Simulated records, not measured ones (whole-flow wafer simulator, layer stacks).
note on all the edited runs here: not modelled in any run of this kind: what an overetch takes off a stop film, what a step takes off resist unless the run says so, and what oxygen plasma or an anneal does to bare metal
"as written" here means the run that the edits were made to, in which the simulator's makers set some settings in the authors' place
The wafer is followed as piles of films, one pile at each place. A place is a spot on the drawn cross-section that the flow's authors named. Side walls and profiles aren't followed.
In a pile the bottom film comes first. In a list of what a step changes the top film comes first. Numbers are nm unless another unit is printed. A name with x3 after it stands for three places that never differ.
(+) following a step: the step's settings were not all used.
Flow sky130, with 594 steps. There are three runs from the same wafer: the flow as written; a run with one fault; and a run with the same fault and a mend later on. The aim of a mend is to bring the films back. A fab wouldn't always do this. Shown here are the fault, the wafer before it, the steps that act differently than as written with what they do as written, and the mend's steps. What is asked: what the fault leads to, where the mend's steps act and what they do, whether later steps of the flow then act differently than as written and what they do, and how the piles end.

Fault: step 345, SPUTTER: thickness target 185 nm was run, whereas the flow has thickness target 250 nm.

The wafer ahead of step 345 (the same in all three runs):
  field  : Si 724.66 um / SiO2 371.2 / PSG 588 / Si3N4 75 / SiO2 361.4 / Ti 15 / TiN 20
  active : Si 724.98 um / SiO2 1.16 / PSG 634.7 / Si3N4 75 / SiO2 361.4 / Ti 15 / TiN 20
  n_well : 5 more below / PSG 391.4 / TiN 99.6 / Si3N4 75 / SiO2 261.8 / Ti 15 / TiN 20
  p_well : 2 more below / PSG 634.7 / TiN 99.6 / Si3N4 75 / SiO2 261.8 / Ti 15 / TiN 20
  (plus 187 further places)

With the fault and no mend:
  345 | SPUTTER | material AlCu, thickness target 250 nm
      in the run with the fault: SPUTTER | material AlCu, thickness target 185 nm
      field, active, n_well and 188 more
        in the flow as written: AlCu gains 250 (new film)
        in the run with the fault: AlCu gains 185 (new film)
  Steps further on in the flow that do not act as written:
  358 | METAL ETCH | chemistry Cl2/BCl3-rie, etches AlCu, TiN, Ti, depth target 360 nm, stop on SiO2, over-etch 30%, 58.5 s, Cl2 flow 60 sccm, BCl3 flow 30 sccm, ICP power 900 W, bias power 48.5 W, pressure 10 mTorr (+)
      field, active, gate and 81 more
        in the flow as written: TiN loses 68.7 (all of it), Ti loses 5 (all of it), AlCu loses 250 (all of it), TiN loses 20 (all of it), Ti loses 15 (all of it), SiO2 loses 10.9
        in the run with the fault: TiN loses 68.7 (all of it), Ti loses 5 (all of it), AlCu loses 185 (all of it), TiN loses 20 (all of it), Ti loses 15 (all of it), SiO2 loses 17.4
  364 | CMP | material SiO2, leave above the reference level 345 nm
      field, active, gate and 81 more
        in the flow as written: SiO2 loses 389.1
        in the run with the fault: SiO2 loses 447.6
  At n_well, p_well, gate_hv and 120 more, the piles at the end differ from the flow's by more than 2% or 0.5 nm, whichever is larger.
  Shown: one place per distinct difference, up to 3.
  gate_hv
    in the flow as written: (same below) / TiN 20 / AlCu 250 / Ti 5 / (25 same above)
    in the run with the fault: (same below) / TiN 20 / AlCu 185 / Ti 5 / (25 same above)
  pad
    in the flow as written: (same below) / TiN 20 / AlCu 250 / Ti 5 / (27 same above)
    in the run with the fault: (same below) / TiN 20 / AlCu 185 / Ti 5 / (27 same above)
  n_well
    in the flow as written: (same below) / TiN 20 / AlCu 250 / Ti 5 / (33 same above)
    in the run with the fault: (same below) / TiN 20 / AlCu 185 / Ti 5 / (33 same above)

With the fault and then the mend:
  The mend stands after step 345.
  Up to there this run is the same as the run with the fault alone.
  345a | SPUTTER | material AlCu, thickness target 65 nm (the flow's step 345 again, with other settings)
      field, active, n_well and 188 more
        AlCu gains 65
  Later steps of the flow that are run all act as written at every place that is followed.
  The piles end the same as the flow's at every place that both follow.
